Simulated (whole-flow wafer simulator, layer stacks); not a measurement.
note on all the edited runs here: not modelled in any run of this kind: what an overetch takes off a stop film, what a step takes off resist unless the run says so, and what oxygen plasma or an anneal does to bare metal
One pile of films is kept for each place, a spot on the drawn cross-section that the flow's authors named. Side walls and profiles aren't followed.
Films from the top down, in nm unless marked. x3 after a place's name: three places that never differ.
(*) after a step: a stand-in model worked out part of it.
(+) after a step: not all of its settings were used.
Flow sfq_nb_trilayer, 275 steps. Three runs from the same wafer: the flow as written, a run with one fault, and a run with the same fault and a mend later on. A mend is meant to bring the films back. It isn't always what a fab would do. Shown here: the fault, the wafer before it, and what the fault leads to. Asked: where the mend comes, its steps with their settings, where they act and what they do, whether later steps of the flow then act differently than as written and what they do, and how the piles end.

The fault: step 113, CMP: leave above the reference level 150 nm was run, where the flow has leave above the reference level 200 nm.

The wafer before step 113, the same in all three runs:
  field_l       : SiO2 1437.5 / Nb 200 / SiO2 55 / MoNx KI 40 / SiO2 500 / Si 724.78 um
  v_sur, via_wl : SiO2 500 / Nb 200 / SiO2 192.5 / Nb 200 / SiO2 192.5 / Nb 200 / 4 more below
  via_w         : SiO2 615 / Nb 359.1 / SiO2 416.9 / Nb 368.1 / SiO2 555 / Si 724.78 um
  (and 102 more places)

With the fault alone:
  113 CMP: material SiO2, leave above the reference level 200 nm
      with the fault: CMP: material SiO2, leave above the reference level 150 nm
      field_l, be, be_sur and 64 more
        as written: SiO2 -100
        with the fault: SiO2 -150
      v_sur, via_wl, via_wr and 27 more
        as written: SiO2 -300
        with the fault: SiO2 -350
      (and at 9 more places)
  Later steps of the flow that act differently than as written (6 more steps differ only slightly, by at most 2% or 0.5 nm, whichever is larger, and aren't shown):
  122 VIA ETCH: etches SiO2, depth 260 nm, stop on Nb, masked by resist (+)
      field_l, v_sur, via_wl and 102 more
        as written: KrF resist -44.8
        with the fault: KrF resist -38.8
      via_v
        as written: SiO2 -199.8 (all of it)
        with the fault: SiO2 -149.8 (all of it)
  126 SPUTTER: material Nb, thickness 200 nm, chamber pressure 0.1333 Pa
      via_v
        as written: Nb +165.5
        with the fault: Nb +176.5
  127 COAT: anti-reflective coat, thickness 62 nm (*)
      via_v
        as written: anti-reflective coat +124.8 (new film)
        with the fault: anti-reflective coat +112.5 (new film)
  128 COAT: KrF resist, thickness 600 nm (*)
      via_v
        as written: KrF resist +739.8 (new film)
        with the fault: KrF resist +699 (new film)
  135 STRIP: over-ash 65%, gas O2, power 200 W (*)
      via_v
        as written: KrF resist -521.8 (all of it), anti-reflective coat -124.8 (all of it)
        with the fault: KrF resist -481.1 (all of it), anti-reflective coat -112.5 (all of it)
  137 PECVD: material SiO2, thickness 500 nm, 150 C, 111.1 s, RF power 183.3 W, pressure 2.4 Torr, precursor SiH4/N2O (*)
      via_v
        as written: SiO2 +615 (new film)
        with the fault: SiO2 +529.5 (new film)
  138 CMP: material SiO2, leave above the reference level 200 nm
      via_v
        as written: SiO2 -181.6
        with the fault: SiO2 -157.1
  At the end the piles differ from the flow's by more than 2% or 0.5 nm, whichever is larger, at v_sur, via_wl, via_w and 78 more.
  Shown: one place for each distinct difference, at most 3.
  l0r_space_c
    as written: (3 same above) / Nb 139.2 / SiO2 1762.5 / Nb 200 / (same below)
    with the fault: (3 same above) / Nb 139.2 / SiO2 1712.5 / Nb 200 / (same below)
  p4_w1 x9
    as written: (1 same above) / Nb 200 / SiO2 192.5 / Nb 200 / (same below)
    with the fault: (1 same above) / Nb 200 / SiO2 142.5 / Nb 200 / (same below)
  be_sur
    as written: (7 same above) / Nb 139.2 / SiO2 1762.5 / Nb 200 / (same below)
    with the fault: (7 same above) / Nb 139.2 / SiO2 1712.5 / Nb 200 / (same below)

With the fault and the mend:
  The mend comes after step 120.
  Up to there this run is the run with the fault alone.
  120a STRIP: over-ash 65%, gas O2, power 200 W (*)
      field_l, v_sur, via_wl and 102 more
        KrF resist -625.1 (all of it), anti-reflective coat -62 (all of it)
      via_v
        anti-reflective coat -62 (all of it)
  120b PECVD: material SiO2, thickness 50 nm, 150 C, 11.11 s, RF power 183.3 W, pressure 2.4 Torr, precursor SiH4/N2O (the flow's step 112 once more, with other settings)
      field_l, v_sur, via_wl and 103 more
        SiO2 +50
  120c COAT: anti-reflective coat, thickness 62 nm (the flow's step 115 once more)
      field_l, v_sur, via_wl and 103 more
        anti-reflective coat +62 (new film)
  120d COAT: KrF resist, thickness 650 nm (the flow's step 116 once more)
      field_l, v_sur, via_wl and 103 more
        KrF resist +650 (new film)
  120e SOFTBAKE: KrF resist (the flow's step 117 once more)
      changes no film at any place that is followed
  120f EXPOSE: photomask I3, dose 11.91 mJ/cm2, NA 0.6, wavelength 248 nm (*) (the flow's step 118 once more)
      changes no film at any place that is followed
  120g PEB: KrF resist, 90 s (the flow's step 119 once more)
      field_l, v_sur, via_wl and 103 more
        KrF resist -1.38
  120h DEVELOP: KrF resist, thickness 650 nm, 60 s (the flow's step 120 once more)
      field_l, v_sur, via_wl and 102 more
        KrF resist -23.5
      via_v
        KrF resist -648.6 (all of it)
  No later step of the flow acts differently than as written, at any place that is followed, by more than 2% or 0.5 nm, whichever is larger.
  At the end the piles are the same as the flow's at every place that both follow.
